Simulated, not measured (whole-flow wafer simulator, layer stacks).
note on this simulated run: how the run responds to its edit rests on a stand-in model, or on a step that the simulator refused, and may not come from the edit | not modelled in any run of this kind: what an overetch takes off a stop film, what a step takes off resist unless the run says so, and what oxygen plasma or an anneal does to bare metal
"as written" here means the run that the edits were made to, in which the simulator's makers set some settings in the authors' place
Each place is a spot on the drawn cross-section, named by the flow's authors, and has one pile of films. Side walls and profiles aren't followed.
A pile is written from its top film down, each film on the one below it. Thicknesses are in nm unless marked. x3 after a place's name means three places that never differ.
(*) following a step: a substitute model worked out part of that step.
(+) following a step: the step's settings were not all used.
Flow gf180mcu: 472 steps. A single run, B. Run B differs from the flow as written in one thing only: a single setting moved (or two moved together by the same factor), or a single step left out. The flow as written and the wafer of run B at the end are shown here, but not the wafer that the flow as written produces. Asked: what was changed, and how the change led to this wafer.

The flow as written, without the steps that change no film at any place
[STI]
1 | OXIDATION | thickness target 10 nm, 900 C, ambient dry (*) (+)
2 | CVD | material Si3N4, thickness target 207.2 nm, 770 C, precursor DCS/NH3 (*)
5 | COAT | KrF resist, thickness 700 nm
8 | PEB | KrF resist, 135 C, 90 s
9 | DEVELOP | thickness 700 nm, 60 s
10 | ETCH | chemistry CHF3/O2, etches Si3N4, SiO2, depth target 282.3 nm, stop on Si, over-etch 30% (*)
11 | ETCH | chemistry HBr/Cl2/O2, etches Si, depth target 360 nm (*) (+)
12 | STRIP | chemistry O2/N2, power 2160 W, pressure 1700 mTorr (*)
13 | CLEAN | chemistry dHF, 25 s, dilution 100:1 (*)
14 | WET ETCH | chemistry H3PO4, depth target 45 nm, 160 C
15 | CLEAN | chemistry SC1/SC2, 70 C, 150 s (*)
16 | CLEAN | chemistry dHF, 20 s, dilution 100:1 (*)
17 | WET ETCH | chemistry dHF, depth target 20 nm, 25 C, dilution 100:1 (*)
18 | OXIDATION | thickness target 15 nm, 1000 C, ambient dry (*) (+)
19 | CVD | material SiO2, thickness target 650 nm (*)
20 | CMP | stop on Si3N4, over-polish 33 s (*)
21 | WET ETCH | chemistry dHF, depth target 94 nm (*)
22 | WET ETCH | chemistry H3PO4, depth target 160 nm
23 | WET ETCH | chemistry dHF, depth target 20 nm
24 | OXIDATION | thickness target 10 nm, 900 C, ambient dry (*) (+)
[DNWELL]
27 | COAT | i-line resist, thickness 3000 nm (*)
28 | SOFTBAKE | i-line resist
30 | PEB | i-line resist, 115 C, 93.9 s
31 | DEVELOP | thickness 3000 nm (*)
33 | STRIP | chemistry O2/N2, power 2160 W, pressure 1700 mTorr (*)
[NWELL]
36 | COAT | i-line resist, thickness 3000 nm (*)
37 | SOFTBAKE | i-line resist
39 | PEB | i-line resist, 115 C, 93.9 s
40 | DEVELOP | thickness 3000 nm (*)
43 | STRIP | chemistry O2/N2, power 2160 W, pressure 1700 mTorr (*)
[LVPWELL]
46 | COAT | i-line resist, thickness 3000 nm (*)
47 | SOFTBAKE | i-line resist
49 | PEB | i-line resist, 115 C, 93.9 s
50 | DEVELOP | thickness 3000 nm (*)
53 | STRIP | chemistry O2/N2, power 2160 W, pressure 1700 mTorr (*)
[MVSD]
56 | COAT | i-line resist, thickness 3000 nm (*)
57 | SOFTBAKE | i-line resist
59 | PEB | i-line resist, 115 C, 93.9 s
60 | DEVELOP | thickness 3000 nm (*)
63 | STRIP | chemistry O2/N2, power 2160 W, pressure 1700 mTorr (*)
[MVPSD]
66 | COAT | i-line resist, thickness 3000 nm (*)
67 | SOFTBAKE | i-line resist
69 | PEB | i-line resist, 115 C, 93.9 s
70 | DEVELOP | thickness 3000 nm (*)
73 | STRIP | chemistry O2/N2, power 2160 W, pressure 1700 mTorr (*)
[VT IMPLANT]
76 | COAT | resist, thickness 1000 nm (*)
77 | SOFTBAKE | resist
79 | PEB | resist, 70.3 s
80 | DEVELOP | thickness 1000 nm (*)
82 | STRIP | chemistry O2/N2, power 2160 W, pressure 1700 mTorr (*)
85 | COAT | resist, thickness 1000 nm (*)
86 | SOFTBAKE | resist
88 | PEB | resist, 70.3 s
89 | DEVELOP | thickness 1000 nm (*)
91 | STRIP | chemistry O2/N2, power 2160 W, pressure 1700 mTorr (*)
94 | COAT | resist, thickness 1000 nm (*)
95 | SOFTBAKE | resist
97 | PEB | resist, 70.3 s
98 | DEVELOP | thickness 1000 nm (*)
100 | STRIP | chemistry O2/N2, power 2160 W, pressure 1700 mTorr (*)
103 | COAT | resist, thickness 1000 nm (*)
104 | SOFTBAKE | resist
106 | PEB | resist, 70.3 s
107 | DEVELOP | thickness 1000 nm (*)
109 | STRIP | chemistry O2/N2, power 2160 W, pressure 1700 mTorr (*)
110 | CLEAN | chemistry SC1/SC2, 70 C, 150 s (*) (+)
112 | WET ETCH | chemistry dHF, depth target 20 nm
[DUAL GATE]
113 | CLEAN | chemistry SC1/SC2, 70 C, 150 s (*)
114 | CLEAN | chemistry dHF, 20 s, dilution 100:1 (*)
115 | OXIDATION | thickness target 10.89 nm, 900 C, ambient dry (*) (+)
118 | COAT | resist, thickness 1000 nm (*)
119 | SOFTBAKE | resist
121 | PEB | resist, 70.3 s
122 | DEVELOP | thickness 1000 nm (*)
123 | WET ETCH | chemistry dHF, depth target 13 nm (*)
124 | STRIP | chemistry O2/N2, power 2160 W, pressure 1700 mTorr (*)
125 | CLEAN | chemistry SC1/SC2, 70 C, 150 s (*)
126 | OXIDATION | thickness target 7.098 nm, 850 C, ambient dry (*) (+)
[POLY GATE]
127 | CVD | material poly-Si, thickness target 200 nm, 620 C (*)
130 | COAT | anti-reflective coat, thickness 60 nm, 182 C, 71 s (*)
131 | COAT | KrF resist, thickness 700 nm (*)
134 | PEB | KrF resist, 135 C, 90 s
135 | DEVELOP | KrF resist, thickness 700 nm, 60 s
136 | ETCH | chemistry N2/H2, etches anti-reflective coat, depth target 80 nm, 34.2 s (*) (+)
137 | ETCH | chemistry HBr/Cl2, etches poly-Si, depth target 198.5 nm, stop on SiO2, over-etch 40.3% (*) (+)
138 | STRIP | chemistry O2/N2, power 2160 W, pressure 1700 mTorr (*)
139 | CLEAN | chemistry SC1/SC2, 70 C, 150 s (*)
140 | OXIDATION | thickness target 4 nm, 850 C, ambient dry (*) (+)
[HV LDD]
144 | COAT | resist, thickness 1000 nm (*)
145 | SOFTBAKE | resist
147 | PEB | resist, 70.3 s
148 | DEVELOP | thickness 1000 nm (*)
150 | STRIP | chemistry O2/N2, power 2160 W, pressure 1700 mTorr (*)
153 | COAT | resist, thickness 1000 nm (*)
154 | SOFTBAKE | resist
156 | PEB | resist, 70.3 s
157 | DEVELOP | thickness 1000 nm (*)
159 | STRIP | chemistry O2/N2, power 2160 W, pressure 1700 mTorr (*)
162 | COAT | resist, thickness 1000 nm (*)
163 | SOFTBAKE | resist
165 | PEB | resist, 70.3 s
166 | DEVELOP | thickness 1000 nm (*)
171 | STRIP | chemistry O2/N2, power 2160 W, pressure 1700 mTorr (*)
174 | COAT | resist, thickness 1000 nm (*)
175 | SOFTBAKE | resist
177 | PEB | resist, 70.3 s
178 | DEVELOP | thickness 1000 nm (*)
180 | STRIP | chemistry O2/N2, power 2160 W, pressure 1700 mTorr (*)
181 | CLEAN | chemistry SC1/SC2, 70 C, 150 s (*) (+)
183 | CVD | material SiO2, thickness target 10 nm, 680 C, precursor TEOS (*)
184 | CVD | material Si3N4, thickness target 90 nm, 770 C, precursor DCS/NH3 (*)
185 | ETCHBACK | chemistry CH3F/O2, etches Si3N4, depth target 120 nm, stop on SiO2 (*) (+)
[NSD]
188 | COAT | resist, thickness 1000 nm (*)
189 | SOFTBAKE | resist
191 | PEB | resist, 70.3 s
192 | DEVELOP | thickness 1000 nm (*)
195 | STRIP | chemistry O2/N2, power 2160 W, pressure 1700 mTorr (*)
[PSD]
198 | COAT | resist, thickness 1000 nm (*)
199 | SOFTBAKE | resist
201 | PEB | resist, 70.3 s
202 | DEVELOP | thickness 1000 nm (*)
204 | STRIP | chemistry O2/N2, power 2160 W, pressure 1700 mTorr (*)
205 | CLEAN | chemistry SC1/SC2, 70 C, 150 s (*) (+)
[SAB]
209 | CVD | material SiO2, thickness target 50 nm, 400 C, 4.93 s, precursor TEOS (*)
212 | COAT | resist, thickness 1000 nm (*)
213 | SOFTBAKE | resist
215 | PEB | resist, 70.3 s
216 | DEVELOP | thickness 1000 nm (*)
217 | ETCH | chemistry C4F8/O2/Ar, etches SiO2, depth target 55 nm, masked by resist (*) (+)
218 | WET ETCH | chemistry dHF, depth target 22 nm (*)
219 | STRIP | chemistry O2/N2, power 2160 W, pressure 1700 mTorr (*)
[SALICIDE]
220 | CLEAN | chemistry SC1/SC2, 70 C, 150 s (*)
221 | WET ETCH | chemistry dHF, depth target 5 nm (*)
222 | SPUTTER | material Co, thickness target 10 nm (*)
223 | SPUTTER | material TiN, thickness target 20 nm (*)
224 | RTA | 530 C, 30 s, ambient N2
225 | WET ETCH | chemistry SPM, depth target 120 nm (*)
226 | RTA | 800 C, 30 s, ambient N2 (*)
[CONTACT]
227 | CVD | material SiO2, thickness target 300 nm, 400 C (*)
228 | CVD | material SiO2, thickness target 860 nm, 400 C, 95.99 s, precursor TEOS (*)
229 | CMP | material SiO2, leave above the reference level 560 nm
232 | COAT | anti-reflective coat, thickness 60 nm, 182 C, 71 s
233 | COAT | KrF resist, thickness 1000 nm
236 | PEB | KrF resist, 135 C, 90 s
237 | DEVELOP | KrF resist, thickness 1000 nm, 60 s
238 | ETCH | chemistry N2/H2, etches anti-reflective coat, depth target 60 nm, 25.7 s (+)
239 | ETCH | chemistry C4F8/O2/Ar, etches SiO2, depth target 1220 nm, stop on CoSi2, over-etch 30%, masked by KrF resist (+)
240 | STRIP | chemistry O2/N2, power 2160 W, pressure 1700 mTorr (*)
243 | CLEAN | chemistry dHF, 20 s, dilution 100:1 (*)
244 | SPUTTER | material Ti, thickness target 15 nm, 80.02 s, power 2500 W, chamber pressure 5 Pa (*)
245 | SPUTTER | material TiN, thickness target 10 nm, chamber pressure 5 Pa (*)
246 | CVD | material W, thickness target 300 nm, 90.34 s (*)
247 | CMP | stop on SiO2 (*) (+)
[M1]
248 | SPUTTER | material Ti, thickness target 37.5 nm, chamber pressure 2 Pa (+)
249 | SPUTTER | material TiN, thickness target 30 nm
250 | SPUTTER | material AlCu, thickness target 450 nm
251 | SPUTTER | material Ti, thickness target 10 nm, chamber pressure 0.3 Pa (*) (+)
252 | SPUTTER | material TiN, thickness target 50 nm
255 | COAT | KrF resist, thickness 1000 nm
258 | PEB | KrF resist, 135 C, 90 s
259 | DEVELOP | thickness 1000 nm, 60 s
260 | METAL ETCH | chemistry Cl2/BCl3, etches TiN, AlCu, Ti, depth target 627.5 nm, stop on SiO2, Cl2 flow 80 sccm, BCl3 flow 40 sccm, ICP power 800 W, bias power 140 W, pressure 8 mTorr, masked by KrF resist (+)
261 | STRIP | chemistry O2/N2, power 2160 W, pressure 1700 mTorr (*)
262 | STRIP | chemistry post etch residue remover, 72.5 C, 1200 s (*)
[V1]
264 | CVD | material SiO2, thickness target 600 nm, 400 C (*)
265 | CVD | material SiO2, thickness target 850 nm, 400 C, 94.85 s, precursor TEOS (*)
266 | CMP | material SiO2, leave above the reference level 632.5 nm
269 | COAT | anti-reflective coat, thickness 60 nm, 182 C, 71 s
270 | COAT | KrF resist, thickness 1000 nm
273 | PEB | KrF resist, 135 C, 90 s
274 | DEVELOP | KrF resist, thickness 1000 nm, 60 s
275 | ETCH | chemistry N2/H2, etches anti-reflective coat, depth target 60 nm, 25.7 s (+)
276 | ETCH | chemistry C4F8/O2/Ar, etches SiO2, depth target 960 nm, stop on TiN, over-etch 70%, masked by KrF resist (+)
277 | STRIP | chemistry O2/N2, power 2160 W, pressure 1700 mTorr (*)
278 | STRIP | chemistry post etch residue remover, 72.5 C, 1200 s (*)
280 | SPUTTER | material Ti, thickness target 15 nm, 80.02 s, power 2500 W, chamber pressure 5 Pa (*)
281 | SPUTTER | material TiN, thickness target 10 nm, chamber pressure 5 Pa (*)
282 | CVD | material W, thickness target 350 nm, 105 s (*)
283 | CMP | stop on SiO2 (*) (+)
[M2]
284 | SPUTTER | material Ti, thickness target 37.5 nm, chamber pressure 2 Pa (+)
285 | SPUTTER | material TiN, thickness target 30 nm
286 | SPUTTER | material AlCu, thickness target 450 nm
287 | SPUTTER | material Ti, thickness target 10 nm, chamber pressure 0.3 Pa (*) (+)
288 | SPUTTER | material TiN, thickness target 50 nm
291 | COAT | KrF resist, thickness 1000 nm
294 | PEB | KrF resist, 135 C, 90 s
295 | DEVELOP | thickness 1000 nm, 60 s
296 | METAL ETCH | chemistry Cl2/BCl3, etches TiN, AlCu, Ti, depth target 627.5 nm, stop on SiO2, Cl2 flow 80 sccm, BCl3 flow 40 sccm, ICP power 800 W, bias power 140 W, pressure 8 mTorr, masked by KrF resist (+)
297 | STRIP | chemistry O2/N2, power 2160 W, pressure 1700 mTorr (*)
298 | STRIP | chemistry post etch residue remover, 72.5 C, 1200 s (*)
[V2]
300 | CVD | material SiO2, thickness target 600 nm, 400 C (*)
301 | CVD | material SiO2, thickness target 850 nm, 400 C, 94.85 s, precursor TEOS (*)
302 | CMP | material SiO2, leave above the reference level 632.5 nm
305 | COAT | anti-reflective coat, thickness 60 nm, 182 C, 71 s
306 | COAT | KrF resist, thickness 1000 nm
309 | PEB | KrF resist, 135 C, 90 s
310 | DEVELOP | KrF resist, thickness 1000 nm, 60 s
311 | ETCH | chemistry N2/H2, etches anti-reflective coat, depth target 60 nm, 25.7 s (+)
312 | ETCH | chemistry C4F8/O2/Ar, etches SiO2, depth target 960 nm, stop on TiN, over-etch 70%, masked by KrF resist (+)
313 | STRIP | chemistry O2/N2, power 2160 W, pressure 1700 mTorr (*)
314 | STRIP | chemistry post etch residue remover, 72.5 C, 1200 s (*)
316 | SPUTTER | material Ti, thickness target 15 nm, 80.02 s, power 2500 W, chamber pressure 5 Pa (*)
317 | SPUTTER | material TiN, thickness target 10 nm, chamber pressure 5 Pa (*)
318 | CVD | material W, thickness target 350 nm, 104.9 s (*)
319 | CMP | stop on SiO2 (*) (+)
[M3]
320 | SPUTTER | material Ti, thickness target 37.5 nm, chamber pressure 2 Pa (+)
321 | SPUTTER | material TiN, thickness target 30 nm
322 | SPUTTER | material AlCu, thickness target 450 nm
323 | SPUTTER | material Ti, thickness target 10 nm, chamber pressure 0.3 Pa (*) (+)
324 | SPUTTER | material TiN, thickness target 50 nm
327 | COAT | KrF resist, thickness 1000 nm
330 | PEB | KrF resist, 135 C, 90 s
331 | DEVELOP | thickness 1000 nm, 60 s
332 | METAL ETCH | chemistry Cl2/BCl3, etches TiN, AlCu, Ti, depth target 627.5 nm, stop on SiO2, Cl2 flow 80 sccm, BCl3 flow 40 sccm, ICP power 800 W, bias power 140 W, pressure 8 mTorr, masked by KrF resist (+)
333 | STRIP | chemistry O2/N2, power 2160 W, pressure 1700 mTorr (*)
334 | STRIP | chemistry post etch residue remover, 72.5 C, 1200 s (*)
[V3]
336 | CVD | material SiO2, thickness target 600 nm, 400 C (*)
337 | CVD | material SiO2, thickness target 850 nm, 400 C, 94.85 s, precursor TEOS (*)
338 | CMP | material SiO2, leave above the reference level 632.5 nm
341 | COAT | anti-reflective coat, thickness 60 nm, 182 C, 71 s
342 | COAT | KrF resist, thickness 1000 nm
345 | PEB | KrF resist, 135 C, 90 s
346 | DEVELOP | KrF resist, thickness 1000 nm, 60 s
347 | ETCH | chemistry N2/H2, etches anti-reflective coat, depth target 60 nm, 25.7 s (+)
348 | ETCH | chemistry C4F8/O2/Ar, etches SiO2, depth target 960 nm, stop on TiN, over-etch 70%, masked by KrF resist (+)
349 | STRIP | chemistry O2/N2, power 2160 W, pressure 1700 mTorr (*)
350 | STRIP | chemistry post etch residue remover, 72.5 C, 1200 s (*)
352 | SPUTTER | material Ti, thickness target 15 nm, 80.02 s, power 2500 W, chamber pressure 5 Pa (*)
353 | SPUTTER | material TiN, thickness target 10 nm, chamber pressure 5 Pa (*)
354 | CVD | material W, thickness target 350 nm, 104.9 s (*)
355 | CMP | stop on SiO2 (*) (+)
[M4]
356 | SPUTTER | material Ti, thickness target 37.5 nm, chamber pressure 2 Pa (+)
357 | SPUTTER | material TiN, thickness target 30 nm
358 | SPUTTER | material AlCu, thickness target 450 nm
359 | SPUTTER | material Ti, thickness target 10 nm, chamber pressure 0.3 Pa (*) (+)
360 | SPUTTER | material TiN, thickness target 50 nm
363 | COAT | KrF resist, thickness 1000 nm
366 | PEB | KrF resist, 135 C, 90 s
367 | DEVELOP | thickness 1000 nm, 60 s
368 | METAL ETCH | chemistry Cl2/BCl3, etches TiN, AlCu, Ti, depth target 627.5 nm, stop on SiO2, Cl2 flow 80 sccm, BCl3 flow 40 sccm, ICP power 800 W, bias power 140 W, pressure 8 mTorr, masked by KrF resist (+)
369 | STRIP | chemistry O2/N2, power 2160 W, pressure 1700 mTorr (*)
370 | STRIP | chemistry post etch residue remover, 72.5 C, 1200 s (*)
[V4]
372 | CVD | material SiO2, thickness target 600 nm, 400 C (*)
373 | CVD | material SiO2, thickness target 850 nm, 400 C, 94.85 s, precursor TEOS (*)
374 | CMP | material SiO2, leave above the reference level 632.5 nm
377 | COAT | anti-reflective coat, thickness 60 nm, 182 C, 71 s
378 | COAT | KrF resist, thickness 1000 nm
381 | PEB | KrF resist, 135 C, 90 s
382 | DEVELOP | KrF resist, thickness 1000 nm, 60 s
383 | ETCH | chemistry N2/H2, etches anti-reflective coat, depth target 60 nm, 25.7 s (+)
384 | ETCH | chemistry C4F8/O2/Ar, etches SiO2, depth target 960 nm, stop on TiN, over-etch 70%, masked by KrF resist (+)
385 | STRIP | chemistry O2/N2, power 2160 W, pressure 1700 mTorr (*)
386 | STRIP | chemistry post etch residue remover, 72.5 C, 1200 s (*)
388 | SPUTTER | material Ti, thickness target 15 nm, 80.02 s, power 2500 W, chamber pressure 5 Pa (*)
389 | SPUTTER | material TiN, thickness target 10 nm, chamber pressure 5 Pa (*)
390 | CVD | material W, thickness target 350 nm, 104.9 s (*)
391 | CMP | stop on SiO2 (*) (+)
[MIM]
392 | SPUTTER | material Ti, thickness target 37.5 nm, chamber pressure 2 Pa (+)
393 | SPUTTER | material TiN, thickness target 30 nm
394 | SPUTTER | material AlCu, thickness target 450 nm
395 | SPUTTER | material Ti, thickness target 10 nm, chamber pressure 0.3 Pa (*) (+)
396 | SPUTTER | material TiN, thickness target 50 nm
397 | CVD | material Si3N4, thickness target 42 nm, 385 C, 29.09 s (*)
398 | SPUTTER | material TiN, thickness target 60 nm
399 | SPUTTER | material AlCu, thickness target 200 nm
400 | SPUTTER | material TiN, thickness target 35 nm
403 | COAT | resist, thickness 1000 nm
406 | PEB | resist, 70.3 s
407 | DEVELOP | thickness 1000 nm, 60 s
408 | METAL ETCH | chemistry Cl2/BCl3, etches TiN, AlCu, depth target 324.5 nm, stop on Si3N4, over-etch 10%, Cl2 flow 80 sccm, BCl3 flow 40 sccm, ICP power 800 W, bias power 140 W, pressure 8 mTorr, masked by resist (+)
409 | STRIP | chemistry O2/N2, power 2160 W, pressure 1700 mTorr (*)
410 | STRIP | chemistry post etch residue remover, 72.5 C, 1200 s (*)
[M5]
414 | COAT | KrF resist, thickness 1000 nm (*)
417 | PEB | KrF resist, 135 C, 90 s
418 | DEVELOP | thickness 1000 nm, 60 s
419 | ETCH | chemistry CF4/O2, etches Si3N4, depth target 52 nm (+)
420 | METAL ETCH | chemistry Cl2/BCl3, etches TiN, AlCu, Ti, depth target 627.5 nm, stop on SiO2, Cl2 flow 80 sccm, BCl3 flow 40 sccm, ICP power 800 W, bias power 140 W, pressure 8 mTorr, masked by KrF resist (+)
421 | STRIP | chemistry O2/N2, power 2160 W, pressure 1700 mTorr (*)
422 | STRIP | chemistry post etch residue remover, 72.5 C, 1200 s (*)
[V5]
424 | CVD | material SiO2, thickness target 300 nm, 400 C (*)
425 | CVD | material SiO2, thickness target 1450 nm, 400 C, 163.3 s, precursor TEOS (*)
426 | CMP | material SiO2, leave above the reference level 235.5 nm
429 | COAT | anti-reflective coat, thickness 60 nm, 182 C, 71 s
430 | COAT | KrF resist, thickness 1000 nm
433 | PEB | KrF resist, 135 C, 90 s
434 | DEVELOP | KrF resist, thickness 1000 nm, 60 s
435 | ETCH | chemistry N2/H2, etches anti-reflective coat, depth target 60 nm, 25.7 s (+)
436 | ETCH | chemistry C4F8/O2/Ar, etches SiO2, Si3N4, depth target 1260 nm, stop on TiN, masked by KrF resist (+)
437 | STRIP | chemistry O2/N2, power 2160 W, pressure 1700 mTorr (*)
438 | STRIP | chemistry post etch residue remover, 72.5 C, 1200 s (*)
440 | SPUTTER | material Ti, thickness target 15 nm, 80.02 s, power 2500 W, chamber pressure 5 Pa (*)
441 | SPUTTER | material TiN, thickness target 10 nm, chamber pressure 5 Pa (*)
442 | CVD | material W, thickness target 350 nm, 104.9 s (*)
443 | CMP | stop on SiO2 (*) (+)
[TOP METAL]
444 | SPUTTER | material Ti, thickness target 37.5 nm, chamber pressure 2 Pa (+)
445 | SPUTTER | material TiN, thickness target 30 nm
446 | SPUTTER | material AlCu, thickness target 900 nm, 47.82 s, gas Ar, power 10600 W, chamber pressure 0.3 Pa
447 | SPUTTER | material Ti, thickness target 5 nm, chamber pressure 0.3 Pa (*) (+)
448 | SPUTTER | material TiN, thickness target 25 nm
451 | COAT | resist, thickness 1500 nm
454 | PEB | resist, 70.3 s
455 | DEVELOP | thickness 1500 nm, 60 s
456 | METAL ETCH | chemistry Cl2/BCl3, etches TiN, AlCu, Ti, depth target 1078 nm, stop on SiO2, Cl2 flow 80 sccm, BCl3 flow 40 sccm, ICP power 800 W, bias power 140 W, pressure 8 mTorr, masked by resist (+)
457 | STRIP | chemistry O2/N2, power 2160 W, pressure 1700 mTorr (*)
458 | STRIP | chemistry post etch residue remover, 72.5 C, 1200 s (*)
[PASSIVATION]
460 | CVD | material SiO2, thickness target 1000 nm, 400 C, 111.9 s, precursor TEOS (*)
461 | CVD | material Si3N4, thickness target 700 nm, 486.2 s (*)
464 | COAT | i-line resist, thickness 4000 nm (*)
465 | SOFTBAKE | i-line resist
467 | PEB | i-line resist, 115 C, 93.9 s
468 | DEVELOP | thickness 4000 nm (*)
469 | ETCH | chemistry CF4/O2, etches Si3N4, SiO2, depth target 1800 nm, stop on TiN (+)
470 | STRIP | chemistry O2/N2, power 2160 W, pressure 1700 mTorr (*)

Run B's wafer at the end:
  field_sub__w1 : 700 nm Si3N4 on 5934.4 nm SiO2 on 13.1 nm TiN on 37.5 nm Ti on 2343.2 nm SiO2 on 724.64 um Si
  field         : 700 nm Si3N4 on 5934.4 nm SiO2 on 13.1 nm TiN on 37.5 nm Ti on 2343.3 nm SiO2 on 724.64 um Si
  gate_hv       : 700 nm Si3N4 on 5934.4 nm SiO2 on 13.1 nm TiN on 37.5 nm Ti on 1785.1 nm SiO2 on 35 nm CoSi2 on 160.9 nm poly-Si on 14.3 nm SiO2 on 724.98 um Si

Cause: step 286, SPUTTER: thickness target 551 nm was run, while the flow as written has thickness target 450 nm.

How this came from the change, step by step:
  286 | SPUTTER | material AlCu, thickness target 450 nm
      field, field__w1, field__w2 and 108 more: AlCu gains 551 (new film) (as written it would have been: AlCu gains 450 (new film))
  296 | METAL ETCH | chemistry Cl2/BCl3, etches TiN, AlCu, Ti, depth target 627.5 nm, stop on SiO2, Cl2 flow 80 sccm, BCl3 flow 40 sccm, ICP power 800 W, bias power 140 W, pressure 8 mTorr, masked by KrF resist (+)
      field, field__w1, field__w2 and 103 more: TiN loses 50 (all of it), Ti loses 10 (all of it), AlCu loses 551 (all of it), TiN loses 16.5 (as written it would have been: TiN loses 50 (all of it), Ti loses 10 (all of it), AlCu loses 450 (all of it), TiN loses 30 (all of it), Ti loses 37.5 (all of it))
  300 | CVD | material SiO2, thickness target 600 nm, 400 C (*)
      field, field__w1, field__w2 and 103 more: SiO2 gains 600 (new film) (as written it would have been: SiO2 gains 600)
  302 | CMP | material SiO2, leave above the reference level 632.5 nm
      field, field__w1, field__w2 and 103 more: SiO2 loses 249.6 (as written it would have been: SiO2 loses 300)
Taking metal films that touch as one body, field_sub__w1 has 1 body; the flow as written gives 0 bodies.
Taking metal films that touch as one body, field has 1 body; the flow as written gives 0 bodies.
Taking metal films that touch as one body, gate_hv has 2 bodies (between them, from the top down: SiO2 1785.1); the flow as written gives 1 body.
